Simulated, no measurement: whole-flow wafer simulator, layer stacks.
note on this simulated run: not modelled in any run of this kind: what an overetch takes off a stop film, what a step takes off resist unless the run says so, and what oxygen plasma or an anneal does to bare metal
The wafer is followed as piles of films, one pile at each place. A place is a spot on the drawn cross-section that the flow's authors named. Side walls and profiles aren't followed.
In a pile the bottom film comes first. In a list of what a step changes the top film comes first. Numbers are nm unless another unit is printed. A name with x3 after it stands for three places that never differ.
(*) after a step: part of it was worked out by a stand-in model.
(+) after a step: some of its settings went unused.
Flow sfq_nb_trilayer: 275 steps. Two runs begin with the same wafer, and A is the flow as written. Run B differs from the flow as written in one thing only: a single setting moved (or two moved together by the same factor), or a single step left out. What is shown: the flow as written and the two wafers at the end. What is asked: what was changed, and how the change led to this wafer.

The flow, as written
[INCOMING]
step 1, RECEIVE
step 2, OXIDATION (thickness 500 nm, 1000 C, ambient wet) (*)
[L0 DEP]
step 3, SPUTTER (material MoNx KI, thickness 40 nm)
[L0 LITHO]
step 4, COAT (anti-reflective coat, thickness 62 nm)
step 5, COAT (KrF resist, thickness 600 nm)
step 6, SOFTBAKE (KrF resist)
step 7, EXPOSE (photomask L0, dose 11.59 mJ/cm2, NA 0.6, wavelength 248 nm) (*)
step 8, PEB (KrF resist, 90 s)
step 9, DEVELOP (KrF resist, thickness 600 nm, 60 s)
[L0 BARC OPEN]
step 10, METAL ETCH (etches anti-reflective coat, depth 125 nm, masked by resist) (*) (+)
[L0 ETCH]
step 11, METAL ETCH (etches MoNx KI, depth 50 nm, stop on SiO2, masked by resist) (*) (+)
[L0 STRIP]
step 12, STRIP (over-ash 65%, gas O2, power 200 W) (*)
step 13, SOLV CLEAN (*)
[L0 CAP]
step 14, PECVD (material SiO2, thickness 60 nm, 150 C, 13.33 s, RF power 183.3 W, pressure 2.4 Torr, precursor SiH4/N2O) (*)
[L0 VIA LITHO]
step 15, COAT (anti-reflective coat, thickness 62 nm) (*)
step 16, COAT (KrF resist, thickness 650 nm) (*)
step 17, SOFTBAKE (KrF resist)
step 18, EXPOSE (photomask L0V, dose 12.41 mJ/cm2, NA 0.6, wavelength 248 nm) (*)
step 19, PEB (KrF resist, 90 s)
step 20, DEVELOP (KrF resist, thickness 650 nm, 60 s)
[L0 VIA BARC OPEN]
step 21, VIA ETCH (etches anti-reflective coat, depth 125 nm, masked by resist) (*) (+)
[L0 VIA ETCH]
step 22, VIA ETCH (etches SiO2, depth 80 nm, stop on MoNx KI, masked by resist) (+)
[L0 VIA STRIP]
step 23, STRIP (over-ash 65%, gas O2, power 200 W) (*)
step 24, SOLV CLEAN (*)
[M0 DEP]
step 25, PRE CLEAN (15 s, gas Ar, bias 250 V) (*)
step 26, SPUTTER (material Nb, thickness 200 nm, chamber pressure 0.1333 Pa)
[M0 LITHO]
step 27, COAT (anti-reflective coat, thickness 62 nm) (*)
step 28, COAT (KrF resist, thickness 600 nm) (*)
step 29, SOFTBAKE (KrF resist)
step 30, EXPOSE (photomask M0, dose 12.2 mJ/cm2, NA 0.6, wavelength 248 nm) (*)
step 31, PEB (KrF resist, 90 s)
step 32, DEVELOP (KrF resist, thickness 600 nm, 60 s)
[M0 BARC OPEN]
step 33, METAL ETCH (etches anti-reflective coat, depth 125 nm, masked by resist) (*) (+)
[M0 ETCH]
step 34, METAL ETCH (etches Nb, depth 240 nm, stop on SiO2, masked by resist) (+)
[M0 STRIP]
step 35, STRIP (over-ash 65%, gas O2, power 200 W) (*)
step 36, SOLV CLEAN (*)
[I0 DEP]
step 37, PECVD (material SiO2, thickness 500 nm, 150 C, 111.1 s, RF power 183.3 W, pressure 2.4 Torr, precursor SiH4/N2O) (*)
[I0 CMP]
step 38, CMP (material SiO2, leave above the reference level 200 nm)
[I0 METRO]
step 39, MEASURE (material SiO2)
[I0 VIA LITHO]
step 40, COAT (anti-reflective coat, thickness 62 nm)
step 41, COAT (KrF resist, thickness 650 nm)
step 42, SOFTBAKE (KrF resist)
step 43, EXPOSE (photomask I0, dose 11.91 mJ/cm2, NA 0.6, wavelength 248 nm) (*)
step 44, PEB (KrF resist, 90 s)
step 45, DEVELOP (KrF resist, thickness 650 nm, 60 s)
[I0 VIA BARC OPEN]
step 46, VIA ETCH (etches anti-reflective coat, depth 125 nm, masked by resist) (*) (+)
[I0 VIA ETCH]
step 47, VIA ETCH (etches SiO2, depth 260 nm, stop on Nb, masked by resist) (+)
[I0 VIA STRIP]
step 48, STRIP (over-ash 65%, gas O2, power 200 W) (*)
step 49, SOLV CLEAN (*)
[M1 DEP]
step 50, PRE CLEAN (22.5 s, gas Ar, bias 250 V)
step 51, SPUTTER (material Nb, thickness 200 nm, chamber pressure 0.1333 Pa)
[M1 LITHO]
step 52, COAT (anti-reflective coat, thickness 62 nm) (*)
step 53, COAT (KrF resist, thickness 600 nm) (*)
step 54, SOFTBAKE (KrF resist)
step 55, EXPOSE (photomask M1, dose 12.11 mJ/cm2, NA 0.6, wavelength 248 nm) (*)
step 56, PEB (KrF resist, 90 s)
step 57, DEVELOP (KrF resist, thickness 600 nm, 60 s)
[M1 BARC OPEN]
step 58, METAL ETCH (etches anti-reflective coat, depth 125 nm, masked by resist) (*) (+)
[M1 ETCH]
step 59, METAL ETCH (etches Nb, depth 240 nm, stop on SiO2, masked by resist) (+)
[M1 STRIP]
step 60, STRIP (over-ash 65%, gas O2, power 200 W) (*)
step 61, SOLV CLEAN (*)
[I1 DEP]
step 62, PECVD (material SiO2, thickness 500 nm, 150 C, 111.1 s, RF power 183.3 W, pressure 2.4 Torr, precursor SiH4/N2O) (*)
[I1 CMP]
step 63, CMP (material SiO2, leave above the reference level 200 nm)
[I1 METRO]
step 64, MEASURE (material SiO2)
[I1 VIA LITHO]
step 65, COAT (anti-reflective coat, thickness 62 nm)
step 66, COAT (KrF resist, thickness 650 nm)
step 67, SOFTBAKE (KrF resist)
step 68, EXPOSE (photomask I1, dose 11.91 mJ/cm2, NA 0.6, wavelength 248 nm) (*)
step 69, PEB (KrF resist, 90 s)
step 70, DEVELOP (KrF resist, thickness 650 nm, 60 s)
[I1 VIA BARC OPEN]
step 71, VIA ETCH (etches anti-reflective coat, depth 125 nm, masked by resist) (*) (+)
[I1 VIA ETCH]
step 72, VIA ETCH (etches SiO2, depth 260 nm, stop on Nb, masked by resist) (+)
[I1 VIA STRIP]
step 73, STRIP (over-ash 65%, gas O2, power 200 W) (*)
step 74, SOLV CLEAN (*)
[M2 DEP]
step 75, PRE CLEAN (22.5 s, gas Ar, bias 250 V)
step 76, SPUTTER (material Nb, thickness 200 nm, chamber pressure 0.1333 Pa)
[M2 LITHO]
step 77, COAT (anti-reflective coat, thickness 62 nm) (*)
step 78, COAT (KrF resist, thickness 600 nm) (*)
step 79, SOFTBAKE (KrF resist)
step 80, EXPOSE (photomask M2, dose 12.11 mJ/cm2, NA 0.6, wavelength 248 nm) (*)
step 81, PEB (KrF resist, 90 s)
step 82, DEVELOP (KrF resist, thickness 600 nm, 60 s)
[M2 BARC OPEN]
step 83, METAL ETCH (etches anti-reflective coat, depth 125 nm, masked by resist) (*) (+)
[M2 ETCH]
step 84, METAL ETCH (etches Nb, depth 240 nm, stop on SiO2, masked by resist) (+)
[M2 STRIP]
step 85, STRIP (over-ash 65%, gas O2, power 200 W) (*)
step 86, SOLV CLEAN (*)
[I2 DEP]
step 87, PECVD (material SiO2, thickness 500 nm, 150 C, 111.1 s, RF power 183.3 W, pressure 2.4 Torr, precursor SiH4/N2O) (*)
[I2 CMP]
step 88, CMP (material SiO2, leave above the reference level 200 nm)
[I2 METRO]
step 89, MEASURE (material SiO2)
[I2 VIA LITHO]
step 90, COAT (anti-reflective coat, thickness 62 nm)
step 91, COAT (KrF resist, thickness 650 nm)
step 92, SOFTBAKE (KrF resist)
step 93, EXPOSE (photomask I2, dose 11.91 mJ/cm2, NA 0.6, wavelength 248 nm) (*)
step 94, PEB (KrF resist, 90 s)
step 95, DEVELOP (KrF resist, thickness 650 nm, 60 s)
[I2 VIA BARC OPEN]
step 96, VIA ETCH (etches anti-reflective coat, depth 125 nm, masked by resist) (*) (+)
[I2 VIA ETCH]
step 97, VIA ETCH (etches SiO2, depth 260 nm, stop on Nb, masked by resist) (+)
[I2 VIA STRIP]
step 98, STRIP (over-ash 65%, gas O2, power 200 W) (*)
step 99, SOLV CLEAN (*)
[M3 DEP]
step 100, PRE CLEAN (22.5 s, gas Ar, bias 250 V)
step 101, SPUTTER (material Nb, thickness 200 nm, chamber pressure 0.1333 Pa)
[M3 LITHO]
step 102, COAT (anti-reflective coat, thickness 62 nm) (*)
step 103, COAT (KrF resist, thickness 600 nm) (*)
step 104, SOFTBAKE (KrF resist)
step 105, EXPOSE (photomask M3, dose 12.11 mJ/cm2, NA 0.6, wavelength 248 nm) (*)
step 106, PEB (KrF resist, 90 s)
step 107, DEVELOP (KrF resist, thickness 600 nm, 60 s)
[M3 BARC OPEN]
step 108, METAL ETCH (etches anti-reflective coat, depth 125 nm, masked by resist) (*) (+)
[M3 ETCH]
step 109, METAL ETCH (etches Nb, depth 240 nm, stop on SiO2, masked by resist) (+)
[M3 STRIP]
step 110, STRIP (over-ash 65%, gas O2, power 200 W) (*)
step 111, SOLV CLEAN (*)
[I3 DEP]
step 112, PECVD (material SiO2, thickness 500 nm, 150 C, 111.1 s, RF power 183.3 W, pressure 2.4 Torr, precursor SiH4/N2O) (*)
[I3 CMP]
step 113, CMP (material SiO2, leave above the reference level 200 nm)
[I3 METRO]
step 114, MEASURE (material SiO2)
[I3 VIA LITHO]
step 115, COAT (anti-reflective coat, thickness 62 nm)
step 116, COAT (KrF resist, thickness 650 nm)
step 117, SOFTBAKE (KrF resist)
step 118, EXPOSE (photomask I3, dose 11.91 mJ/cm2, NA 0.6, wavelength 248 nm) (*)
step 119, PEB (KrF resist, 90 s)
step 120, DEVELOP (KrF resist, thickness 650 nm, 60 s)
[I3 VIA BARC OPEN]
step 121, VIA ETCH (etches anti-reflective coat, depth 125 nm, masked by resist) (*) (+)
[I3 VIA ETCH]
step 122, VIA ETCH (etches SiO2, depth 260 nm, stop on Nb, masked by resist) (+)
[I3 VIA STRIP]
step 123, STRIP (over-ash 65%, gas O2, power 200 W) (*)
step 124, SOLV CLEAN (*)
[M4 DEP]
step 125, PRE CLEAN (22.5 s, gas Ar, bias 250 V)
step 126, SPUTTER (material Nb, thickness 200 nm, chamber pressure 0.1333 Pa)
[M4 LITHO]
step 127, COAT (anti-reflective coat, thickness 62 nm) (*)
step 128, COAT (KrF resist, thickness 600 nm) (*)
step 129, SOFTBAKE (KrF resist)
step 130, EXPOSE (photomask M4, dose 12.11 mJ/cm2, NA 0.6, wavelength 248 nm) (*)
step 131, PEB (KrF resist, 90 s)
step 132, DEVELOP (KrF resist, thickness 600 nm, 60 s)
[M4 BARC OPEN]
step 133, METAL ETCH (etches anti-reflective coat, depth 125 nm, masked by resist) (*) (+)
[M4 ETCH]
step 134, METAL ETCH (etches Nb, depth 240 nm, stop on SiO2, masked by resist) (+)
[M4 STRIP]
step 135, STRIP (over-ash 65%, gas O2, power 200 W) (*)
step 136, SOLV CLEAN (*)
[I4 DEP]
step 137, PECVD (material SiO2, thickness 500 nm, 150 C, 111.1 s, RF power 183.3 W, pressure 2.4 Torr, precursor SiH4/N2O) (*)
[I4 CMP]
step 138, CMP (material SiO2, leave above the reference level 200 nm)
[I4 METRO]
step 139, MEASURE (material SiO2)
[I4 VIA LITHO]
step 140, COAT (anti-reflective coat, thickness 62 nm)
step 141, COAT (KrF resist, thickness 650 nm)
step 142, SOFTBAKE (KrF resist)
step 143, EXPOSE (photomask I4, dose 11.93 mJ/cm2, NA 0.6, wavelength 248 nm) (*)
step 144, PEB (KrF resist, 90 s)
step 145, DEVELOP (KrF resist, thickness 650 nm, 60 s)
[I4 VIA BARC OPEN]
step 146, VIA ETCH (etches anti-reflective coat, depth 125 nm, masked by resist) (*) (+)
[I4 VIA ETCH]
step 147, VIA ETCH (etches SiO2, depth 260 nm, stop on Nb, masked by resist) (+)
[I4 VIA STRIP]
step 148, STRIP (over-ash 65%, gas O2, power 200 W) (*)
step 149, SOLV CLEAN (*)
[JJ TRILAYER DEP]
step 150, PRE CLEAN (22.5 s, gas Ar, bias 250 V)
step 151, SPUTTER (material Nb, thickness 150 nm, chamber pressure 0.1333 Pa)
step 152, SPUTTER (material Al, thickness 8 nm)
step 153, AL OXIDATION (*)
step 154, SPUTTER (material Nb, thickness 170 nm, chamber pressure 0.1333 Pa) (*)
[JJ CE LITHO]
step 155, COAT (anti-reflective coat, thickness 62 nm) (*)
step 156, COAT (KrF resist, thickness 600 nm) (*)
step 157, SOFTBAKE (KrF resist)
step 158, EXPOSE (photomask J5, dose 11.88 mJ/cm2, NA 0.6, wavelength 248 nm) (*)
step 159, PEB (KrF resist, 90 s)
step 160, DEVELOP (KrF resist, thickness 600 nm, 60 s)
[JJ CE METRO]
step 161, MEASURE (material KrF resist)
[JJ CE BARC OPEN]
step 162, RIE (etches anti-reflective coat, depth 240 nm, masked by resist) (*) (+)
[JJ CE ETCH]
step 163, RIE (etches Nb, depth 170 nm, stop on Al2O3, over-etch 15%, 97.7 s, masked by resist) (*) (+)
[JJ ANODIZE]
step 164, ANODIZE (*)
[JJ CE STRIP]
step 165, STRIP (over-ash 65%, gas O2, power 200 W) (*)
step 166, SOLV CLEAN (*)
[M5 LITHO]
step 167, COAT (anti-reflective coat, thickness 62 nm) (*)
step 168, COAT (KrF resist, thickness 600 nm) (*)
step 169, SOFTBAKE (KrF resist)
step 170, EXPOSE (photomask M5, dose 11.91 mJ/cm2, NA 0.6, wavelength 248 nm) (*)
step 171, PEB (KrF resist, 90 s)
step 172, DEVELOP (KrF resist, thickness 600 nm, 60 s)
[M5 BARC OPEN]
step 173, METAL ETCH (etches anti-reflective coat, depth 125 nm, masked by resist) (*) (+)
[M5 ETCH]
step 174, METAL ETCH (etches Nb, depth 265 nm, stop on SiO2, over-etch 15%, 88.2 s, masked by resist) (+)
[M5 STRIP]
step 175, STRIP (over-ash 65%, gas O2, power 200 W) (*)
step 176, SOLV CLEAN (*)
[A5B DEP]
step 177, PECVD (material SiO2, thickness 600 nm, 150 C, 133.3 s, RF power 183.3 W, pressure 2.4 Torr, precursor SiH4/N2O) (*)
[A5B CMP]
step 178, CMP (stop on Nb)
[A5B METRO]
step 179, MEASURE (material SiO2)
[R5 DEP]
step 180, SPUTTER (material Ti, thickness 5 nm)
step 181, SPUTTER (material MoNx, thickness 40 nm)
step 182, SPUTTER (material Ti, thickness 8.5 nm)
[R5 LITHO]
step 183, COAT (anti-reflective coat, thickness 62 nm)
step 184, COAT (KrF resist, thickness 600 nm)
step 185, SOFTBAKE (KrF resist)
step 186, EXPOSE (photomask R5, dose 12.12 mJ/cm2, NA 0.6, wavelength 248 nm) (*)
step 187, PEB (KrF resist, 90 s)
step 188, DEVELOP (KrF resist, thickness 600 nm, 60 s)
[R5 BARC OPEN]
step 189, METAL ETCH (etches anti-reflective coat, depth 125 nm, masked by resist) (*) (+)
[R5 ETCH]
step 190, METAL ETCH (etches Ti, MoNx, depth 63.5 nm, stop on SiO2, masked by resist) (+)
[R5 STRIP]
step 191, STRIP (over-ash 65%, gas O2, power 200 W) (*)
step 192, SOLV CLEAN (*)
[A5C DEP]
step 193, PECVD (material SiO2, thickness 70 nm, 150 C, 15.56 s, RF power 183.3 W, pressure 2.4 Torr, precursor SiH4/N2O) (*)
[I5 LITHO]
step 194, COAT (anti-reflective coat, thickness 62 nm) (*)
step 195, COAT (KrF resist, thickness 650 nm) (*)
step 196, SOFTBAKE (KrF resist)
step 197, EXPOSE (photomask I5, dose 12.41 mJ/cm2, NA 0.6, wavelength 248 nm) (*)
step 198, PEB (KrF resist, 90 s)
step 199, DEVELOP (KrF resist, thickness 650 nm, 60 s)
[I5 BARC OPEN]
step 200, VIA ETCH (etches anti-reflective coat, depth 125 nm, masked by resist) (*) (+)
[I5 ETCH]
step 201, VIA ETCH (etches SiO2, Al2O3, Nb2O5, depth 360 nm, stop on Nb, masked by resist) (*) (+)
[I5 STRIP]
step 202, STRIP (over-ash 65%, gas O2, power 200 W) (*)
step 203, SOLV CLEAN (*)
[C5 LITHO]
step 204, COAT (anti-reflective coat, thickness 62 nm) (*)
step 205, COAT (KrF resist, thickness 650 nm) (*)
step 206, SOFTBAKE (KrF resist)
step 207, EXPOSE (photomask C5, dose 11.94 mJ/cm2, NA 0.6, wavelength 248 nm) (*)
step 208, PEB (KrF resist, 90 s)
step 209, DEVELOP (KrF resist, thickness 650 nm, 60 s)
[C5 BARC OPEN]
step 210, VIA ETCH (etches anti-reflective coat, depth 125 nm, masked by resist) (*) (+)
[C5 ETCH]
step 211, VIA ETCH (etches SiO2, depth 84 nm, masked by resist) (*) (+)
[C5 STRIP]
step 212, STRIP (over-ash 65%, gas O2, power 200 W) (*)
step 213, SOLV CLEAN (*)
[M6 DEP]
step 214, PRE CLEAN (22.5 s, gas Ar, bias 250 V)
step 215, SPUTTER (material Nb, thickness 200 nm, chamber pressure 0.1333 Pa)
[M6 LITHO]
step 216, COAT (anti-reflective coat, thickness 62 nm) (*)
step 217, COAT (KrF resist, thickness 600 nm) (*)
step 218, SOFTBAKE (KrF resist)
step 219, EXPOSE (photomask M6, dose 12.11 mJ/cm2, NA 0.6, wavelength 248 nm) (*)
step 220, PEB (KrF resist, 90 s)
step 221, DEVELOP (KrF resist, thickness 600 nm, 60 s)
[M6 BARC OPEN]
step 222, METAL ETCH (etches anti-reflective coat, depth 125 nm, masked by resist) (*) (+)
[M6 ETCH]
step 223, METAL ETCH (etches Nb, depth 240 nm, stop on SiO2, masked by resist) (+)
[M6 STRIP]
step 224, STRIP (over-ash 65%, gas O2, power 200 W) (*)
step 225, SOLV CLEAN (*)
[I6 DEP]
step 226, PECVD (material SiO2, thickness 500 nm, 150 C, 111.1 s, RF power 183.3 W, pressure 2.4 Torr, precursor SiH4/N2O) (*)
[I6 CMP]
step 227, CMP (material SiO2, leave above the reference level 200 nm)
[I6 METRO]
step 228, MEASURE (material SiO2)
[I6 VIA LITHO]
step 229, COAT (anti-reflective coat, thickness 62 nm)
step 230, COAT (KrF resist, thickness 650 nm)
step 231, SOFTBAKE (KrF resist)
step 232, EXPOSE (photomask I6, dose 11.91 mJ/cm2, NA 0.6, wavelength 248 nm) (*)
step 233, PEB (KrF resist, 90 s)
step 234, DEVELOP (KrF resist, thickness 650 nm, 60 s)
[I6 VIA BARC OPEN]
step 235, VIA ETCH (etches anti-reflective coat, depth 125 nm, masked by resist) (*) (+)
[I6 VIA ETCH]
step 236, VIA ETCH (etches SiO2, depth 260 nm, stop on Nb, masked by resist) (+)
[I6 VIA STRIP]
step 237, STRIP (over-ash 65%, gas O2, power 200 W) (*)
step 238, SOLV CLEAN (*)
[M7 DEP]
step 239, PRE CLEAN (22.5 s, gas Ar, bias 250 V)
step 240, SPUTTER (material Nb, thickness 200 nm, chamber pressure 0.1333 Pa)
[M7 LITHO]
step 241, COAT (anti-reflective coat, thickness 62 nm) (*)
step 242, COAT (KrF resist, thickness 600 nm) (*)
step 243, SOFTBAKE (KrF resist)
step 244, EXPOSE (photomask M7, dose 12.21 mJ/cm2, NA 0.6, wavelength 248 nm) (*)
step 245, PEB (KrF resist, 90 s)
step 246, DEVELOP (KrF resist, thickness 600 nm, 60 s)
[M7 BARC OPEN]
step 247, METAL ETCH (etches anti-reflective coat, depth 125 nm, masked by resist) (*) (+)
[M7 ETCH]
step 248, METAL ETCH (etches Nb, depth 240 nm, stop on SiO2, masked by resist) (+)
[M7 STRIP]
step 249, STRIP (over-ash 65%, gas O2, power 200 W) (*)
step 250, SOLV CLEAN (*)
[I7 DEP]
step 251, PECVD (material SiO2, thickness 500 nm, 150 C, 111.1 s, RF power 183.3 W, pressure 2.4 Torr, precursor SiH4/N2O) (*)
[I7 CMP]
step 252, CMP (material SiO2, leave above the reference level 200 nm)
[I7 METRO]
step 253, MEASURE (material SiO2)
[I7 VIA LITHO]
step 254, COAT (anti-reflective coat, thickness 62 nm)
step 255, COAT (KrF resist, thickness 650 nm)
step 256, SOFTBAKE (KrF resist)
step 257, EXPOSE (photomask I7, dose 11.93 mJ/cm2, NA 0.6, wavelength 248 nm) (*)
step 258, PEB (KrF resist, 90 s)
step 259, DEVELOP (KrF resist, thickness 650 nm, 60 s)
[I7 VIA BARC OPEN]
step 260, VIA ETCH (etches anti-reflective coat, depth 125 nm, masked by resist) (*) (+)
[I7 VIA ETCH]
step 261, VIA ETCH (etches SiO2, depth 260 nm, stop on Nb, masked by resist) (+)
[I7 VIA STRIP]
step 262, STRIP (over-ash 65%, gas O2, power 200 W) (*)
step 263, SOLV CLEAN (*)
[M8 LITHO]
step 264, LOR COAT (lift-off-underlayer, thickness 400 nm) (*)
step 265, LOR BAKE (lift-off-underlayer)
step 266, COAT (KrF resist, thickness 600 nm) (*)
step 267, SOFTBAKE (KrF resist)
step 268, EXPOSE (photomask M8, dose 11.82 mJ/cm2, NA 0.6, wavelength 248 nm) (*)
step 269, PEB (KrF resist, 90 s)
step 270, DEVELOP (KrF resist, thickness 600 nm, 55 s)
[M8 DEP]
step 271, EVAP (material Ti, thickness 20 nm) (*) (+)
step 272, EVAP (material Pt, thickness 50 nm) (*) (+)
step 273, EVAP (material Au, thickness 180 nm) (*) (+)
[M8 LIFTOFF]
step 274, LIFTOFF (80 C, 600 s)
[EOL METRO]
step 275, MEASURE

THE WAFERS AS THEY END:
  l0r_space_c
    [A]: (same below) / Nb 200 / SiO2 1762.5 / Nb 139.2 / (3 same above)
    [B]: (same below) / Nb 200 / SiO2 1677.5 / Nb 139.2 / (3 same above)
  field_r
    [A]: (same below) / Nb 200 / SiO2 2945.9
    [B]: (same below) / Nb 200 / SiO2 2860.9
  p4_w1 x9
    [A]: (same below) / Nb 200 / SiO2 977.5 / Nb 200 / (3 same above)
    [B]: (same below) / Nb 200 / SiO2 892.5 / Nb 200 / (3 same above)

What caused this: step 63, CMP: leave above the reference level 115 nm was run, while the flow as written has leave above the reference level 200 nm.

The path from the change to this, step by step:
  step 63, CMP (material SiO2, leave above the reference level 200 nm)
      field_l, be, be_sur and 72 more: A SiO2 loses 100 | B SiO2 loses 185
      v_sur, via_wl, via_wr and 20 more: A SiO2 loses 300 | B SiO2 loses 385
      (also at 8 further places)
  step 72, VIA ETCH (etches SiO2, depth 260 nm, stop on Nb, masked by resist) (+)
      field_l, v_sur, via_wl and 102 more: A KrF resist loses 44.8 | B KrF resist loses 29.7
      via_v: A SiO2 loses 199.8 (all of it) | B SiO2 loses 114.8 (all of it)
  step 73, STRIP (over-ash 65%, gas O2, power 200 W) (*)
      field_l, v_sur, via_wl and 102 more: A KrF resist loses 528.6 (all of it), anti-reflective coat loses 62 (all of it) | B KrF resist loses 543.7 (all of it), anti-reflective coat loses 62 (all of it)
  step 76, SPUTTER (material Nb, thickness 200 nm, chamber pressure 0.1333 Pa)
      via_v: A Nb gains 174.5 | B Nb gains 191.5
  step 77, COAT (anti-reflective coat, thickness 62 nm) (*)
      via_sp: A anti-reflective coat gains 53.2 (new film) | B anti-reflective coat gains 51.4 (new film)
      via_v: A anti-reflective coat gains 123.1 (new film) | B anti-reflective coat gains 109.4 (new film)
      (also at 1 further place)
  step 78, COAT (KrF resist, thickness 600 nm) (*)
      via_v: A KrF resist gains 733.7 (new film) | B KrF resist gains 658.5 (new film)
  step 85, STRIP (over-ash 65%, gas O2, power 200 W) (*)
      via_sp: A KrF resist loses 374.4 (all of it), anti-reflective coat loses 53.2 (all of it) | B KrF resist loses 382.6 (all of it), anti-reflective coat loses 51.4 (all of it)
      via_v: A KrF resist loses 515.8 (all of it), anti-reflective coat loses 123.1 (all of it) | B KrF resist loses 440.7 (all of it), anti-reflective coat loses 109.4 (all of it)
      (also at 1 further place)
  step 87, PECVD (material SiO2, thickness 500 nm, 150 C, 111.1 s, RF power 183.3 W, pressure 2.4 Torr, precursor SiH4/N2O) (*)
      via_v: A SiO2 gains 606 (new film) | B SiO2 gains 500 (new film)
  step 88, CMP (material SiO2, leave above the reference level 200 nm)
      via_v: A SiO2 loses 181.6 | B SiO2 loses 177.6
